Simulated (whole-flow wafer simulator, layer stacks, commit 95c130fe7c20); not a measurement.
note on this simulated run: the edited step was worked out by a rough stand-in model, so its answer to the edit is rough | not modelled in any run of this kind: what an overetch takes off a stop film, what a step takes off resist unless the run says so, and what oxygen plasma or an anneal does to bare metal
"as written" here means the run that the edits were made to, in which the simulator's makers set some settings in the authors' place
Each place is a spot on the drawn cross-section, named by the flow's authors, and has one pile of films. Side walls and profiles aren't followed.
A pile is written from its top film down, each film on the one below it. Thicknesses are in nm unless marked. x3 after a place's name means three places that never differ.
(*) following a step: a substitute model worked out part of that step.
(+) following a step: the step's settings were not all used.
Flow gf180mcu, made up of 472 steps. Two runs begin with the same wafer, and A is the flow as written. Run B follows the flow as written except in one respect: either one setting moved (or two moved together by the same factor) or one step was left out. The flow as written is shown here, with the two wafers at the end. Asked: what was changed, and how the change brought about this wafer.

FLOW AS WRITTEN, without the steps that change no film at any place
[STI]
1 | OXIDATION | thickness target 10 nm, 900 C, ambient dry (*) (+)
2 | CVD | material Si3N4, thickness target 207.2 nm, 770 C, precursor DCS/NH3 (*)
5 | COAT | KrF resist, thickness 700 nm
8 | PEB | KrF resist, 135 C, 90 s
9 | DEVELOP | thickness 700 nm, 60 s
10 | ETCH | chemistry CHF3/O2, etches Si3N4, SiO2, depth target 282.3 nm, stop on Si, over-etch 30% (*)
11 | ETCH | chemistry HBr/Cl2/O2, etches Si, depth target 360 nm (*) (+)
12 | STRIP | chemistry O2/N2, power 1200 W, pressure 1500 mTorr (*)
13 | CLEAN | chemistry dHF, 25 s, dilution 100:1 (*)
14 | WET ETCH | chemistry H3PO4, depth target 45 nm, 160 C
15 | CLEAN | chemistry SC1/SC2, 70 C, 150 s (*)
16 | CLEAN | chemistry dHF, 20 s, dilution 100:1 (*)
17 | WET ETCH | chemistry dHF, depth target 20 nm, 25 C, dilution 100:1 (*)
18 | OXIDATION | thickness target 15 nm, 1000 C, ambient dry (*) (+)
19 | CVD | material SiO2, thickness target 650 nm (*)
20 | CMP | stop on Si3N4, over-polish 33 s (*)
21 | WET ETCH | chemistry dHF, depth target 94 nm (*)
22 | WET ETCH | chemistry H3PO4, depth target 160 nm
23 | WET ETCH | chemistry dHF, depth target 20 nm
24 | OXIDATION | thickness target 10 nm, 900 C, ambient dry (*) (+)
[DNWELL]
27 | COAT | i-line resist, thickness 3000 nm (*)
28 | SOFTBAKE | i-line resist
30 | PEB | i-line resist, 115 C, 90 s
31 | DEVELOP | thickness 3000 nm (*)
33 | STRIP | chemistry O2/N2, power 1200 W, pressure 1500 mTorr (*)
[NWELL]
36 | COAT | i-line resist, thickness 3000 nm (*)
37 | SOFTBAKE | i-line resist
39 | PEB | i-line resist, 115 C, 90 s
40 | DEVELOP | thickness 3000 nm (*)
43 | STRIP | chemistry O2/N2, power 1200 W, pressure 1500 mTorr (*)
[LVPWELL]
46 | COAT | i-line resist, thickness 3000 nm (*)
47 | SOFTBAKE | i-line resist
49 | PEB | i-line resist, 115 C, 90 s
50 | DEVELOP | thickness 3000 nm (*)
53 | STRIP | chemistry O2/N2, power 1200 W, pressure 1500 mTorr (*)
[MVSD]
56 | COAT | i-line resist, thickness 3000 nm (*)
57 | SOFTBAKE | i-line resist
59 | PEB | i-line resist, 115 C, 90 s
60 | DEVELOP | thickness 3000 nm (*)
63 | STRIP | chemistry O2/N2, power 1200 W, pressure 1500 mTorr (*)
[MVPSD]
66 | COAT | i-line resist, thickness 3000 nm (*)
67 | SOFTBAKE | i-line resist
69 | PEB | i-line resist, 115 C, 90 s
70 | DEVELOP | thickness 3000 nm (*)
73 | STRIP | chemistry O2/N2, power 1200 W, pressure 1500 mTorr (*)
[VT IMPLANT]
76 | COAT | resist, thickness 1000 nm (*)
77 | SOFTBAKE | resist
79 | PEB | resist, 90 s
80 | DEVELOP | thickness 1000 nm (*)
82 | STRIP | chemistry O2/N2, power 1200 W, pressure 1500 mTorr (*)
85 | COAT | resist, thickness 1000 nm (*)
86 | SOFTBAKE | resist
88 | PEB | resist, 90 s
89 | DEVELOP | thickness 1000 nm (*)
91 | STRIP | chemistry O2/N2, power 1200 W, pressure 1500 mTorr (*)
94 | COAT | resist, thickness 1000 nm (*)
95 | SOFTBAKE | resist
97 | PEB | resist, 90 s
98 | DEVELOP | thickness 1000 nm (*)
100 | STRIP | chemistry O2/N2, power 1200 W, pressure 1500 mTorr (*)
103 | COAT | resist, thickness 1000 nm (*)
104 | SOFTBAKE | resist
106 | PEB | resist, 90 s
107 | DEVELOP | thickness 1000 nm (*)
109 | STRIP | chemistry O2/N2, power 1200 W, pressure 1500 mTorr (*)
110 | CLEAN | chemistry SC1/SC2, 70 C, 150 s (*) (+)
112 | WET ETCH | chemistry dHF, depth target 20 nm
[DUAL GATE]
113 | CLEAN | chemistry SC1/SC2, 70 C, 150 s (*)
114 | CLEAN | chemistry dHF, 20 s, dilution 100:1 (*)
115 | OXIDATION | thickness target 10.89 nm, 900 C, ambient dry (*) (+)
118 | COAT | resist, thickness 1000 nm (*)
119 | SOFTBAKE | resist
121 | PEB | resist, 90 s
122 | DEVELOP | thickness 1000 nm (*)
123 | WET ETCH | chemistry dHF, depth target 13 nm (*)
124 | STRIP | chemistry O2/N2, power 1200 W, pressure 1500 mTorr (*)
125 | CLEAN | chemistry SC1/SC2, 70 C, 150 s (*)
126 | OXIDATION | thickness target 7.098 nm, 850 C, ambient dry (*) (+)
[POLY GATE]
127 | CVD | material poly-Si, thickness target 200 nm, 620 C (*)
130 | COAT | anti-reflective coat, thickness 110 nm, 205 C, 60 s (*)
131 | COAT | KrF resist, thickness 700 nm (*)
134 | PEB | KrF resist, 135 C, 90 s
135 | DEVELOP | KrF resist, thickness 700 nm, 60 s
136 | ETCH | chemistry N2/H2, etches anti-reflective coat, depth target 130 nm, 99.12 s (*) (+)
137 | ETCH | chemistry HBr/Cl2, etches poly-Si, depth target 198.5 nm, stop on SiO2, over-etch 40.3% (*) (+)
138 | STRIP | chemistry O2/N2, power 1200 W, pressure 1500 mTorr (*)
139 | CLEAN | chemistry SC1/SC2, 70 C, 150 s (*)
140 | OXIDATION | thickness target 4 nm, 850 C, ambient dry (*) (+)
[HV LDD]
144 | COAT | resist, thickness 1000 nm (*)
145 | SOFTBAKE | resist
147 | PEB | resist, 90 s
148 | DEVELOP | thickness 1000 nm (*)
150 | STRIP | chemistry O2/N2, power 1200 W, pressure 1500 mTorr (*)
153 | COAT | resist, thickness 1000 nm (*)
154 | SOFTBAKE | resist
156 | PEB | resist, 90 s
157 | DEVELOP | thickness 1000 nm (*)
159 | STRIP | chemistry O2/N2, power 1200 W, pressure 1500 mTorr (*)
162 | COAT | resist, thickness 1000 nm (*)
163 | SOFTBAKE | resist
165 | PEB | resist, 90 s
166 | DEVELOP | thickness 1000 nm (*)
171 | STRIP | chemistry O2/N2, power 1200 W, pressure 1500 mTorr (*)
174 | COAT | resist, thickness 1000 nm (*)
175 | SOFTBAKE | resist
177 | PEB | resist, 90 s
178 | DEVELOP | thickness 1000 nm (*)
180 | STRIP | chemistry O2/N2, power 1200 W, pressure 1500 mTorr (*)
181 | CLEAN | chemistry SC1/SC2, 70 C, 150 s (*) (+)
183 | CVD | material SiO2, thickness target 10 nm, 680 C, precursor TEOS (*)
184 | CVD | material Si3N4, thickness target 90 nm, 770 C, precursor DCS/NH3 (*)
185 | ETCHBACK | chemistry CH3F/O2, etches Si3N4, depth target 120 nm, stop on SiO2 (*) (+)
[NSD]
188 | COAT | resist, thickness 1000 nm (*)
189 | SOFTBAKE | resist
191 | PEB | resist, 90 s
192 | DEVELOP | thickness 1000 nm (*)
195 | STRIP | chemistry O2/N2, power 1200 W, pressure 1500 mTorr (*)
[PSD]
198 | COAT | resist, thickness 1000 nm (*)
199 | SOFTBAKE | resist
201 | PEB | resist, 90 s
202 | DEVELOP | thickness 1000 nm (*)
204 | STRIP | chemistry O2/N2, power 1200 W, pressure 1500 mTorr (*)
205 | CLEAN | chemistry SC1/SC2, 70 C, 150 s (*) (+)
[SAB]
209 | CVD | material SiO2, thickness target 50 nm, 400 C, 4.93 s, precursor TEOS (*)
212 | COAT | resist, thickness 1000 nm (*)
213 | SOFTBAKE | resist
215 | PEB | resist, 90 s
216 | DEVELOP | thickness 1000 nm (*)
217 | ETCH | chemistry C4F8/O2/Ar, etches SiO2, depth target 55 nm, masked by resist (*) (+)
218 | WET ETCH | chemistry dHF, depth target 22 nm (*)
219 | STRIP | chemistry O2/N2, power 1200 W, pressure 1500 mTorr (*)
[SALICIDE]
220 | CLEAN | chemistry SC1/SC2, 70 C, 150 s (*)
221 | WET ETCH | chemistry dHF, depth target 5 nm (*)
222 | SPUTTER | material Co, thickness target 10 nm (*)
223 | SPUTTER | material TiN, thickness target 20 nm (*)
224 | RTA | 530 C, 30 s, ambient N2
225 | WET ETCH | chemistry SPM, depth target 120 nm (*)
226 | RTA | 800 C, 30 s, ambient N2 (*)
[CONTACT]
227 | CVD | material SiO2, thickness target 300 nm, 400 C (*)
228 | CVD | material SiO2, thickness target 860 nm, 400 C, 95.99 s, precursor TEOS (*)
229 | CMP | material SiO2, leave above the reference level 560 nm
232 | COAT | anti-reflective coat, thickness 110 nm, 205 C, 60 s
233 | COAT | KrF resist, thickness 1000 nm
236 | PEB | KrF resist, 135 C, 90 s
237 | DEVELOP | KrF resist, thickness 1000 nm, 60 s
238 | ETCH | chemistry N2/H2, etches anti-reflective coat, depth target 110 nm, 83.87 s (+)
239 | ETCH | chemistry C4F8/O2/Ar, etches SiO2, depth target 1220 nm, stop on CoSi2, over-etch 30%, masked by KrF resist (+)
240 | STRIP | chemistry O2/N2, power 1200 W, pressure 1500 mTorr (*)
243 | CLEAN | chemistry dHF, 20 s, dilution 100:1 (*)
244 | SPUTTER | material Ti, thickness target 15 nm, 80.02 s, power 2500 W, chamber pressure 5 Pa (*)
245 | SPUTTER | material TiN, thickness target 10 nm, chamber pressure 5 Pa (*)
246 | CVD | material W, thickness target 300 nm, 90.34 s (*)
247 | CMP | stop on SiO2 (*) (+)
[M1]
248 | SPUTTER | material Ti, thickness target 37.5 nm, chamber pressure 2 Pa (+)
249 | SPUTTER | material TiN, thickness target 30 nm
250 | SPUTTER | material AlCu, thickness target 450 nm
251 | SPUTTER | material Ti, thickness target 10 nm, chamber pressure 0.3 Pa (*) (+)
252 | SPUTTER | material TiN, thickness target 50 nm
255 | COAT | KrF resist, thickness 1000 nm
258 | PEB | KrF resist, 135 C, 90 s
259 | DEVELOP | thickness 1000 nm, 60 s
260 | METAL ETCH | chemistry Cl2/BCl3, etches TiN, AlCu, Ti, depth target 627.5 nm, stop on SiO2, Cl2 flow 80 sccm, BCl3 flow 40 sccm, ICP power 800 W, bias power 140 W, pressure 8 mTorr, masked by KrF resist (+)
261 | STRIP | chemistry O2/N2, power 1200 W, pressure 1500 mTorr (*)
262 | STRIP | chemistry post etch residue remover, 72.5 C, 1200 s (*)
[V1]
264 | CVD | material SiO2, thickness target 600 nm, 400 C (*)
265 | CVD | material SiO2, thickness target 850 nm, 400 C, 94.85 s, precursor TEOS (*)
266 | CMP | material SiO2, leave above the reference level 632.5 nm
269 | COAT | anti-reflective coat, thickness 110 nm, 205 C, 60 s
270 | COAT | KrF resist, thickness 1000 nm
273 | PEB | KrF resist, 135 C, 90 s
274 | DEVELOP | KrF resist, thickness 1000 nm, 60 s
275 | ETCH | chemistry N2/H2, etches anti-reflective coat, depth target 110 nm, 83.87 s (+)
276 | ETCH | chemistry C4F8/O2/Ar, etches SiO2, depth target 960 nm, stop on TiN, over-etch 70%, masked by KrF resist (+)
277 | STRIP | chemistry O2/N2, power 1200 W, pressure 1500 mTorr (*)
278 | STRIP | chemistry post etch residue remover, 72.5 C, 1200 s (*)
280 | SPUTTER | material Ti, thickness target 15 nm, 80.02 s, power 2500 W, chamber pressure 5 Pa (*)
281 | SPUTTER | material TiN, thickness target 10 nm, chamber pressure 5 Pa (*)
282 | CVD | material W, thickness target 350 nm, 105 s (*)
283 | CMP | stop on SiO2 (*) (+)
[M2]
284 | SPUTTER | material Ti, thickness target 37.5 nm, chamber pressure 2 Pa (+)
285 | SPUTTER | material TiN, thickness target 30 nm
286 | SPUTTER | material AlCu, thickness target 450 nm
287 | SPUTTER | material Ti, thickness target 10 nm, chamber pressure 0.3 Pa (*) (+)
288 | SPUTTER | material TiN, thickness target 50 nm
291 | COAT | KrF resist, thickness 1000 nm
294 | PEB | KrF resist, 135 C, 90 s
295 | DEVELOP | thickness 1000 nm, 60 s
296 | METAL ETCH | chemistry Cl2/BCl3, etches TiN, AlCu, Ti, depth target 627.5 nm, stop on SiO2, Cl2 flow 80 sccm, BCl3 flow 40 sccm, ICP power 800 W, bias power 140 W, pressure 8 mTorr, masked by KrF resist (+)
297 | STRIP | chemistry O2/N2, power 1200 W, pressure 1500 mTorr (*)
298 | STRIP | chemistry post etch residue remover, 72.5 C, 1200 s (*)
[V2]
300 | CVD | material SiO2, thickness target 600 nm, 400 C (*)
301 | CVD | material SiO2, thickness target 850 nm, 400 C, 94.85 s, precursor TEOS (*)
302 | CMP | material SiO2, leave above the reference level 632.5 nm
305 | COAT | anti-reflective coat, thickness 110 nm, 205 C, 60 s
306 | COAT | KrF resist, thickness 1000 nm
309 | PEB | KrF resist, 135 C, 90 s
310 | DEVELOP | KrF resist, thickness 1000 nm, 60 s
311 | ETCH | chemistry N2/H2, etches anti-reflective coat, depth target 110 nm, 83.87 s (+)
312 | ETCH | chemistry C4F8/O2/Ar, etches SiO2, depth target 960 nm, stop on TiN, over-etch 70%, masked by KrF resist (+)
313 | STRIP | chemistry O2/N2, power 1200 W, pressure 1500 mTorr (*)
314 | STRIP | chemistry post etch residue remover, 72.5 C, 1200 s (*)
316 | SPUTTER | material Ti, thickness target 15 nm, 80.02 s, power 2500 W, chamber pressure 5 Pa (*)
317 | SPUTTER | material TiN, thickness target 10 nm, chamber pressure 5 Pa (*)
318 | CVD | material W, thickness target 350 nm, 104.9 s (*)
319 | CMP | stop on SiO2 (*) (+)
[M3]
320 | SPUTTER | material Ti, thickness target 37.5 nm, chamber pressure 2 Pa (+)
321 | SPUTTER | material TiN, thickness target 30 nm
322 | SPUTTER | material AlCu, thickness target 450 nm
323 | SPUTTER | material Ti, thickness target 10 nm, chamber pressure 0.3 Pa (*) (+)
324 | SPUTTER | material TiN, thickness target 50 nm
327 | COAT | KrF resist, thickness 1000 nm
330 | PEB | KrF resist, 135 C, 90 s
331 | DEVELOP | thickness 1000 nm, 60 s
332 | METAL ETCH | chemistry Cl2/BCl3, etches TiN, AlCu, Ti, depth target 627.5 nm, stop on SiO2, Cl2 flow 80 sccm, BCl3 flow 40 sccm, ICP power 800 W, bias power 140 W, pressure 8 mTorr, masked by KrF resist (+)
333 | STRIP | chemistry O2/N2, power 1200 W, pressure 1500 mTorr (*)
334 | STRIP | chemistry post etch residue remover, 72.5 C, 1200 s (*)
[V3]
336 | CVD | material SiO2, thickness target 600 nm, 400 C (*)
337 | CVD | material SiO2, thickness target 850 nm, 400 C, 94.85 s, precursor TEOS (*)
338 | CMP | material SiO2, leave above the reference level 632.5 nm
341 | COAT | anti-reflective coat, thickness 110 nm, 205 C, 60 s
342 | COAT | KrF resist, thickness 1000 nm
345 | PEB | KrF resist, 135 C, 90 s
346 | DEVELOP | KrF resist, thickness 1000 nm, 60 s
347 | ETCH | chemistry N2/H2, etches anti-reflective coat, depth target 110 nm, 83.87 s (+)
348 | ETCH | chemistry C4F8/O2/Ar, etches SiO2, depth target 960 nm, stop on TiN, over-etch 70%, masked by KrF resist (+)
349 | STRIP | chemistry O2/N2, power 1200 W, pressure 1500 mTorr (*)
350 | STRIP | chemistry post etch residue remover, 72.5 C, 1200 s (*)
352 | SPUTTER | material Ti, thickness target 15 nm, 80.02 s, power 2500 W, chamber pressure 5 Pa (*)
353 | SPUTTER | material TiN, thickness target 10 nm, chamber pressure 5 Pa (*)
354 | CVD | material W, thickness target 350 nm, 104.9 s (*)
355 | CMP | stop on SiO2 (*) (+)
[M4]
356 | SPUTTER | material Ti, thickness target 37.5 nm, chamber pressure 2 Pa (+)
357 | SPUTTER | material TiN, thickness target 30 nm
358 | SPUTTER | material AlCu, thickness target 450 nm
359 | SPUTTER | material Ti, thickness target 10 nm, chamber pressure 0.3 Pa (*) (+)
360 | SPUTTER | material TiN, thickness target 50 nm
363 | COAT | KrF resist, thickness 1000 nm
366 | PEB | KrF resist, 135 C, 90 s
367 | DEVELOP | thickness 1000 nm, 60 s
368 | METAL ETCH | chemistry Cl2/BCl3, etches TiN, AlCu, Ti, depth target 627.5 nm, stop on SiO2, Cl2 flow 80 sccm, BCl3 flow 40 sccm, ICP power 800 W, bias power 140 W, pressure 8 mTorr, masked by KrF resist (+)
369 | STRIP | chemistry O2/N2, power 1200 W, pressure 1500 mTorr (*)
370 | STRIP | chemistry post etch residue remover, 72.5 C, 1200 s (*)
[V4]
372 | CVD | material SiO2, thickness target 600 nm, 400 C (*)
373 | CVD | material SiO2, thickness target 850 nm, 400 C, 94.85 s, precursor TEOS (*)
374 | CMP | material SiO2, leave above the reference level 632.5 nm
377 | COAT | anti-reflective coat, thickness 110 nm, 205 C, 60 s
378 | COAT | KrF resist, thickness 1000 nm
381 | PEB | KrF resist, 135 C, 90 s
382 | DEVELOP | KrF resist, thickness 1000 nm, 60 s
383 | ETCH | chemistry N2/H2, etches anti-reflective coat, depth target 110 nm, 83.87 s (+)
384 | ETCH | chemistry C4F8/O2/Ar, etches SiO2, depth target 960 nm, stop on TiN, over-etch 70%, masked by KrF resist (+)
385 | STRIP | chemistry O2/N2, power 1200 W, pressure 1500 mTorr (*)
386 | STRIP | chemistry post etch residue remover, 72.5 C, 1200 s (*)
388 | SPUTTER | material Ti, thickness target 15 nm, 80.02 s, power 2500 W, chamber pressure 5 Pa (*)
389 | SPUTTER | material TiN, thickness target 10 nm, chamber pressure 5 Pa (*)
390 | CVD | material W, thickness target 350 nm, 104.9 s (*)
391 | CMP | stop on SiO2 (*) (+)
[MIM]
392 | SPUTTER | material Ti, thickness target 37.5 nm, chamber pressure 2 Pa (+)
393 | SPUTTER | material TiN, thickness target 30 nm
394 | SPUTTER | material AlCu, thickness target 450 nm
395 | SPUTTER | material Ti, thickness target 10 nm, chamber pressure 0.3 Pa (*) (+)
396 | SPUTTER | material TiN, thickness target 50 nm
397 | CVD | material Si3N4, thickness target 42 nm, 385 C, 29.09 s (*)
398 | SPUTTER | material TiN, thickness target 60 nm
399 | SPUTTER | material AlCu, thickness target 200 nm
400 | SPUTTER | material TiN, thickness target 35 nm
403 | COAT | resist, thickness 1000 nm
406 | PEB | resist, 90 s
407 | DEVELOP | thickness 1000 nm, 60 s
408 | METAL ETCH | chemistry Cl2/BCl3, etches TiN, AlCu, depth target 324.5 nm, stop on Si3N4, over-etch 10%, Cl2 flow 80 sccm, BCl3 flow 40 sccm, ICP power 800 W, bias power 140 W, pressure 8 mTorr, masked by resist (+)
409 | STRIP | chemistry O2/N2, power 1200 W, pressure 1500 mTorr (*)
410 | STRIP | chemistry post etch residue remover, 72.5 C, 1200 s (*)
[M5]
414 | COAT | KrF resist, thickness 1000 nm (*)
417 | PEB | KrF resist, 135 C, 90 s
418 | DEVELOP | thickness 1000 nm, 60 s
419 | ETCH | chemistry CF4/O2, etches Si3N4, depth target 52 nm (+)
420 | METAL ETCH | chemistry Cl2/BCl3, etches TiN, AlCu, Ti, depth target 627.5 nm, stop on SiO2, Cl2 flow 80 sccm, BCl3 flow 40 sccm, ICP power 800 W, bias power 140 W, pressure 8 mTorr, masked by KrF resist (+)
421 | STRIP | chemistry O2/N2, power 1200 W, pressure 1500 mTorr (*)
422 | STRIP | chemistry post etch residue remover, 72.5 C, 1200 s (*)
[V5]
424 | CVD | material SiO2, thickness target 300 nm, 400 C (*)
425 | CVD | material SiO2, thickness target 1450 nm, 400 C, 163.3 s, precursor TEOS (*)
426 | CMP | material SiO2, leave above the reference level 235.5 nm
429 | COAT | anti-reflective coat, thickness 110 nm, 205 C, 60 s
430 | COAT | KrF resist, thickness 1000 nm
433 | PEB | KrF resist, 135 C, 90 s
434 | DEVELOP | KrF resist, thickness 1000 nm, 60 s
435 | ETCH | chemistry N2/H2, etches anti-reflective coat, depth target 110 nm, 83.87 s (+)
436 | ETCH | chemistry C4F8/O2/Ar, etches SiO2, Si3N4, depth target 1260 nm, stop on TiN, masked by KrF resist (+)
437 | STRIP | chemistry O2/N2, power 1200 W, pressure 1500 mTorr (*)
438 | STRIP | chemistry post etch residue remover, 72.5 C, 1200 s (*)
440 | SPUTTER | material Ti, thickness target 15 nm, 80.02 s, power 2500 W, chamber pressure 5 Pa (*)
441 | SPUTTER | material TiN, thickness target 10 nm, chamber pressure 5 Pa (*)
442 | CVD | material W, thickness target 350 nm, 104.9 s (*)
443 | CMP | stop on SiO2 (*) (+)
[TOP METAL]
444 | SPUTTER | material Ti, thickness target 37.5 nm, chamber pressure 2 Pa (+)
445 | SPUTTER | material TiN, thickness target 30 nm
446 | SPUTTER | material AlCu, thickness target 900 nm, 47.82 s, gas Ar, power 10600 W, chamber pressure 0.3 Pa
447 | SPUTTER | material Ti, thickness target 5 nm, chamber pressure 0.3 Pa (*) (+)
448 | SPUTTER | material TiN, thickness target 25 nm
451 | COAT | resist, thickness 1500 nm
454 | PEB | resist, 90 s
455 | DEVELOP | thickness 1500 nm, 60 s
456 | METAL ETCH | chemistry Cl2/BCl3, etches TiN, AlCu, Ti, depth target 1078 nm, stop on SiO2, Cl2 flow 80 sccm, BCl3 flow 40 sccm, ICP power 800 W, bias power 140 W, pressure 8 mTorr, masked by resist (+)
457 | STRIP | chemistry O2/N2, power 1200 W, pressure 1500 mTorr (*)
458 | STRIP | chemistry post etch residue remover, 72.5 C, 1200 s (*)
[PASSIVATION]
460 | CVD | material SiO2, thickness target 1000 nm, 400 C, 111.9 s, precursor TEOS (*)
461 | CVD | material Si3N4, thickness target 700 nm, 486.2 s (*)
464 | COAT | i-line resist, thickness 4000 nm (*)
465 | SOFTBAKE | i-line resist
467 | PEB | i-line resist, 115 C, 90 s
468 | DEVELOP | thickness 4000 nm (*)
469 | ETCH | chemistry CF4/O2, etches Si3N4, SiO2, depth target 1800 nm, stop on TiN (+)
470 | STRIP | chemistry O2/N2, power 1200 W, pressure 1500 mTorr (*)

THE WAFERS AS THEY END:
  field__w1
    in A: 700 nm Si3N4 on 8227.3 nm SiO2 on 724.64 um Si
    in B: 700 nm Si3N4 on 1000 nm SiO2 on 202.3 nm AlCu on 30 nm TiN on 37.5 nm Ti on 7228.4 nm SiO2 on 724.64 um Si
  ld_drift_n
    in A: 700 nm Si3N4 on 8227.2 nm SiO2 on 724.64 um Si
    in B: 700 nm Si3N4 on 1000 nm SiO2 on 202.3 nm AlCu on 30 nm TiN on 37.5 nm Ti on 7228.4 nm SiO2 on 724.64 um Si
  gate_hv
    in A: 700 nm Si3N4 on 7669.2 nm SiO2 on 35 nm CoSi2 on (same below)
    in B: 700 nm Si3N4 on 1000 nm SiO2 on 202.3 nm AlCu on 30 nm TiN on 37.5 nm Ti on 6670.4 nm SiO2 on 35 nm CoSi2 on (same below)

What caused this: step 442, CVD: thickness target 234 nm was run, while the flow as written has thickness target 350 nm; step 456, METAL ETCH: depth target 722 nm was run, where the flow has depth target 1078 nm.

How this came from the change, step by step:
  442 | CVD | material W, thickness target 350 nm, 104.9 s (*)
      field, field__w1, field__w2 and 108 more: A W gains 350 (new film) | B W gains 234 (new film)
      contact: A W gains 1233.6 (new film) | B W gains 1117.6 (new film)
  443 | CMP | stop on SiO2 (*) (+)
      field, field__w1, field__w2 and 108 more: A W loses 350 (all of it), TiN loses 10 (all of it), Ti loses 15 (all of it), SiO2 loses 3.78 | B W loses 234 (all of it), TiN loses 10 (all of it), Ti loses 15 (all of it), SiO2 loses 2.61
      contact: A W loses 378.8 | B W loses 261.6
  456 | METAL ETCH | chemistry Cl2/BCl3, etches TiN, AlCu, Ti, depth target 1078 nm, stop on SiO2, Cl2 flow 80 sccm, BCl3 flow 40 sccm, ICP power 800 W, bias power 140 W, pressure 8 mTorr, masked by resist (+)
      field, field__w1, field__w2 and 103 more: A TiN loses 25 (all of it), Ti loses 5 (all of it), AlCu loses 900 (all of it), TiN loses 30 (all of it), Ti loses 37.5 (all of it) | B TiN loses 25 (all of it), Ti loses 5 (all of it), AlCu loses 692
      field__w8, contact, m1, m1__w1, pad, m1_nw: A resist loses 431 | B resist loses 288.8
  457 | STRIP | chemistry O2/N2, power 1200 W, pressure 1500 mTorr (*)
      field__w8, contact, m1, m1__w1, pad, m1_nw: A resist loses 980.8 (all of it) | B resist loses 1123 (all of it)
  458 | STRIP | chemistry post etch residue remover, 72.5 C, 1200 s (*)
      field, field__w1, field__w2 and 103 more: A nothing | B AlCu loses 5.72
  460 | CVD | material SiO2, thickness target 1000 nm, 400 C, 111.9 s, precursor TEOS (*)
      field, field__w1, field__w2 and 103 more: A SiO2 gains 1000 | B SiO2 gains 1000 (new film)
  464 | COAT | i-line resist, thickness 4000 nm (*)
      field__w8: A i-line resist gains 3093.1 (new film) | B i-line resist gains 3332.9 (new film)
      contact: A i-line resist gains 3153.6 (new film) | B i-line resist gains 3369.1 (new film)
      (and at 4 other places as well)
  465 | SOFTBAKE | i-line resist
      field: A i-line resist loses 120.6 | B i-line resist loses 78.9
      field__w1: A i-line resist loses 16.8 | B i-line resist loses 12.3
      (and at 67 other places as well)
  467 | PEB | i-line resist, 115 C, 90 s
      field__w8, m1__w1: A i-line resist loses 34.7 | B i-line resist loses 39
      contact: A i-line resist loses 35.1 | B i-line resist loses 39.2
      (and at 3 other places as well)
  468 | DEVELOP | thickness 4000 nm (*)
      pad: A i-line resist loses 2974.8 (all of it) | B i-line resist loses 3238.2 (all of it)
  470 | STRIP | chemistry O2/N2, power 1200 W, pressure 1500 mTorr (*)
      field__w8: A i-line resist loses 1787.7 (all of it) | B i-line resist loses 2047.7 (all of it)
      contact: A i-line resist loses 1811.2 (all of it) | B i-line resist loses 2062.2 (all of it)
      (and at 3 other places as well)
If metal films that touch count as one body, field__w1 has 1 body; the flow as written gives 0 bodies.
If metal films that touch count as one body, ld_drift_n has 1 body; the flow as written gives 0 bodies.
If metal films that touch count as one body, gate_hv has 2 bodies (between them, from the top down: SiO2 6670.4); the flow as written gives 1 body.
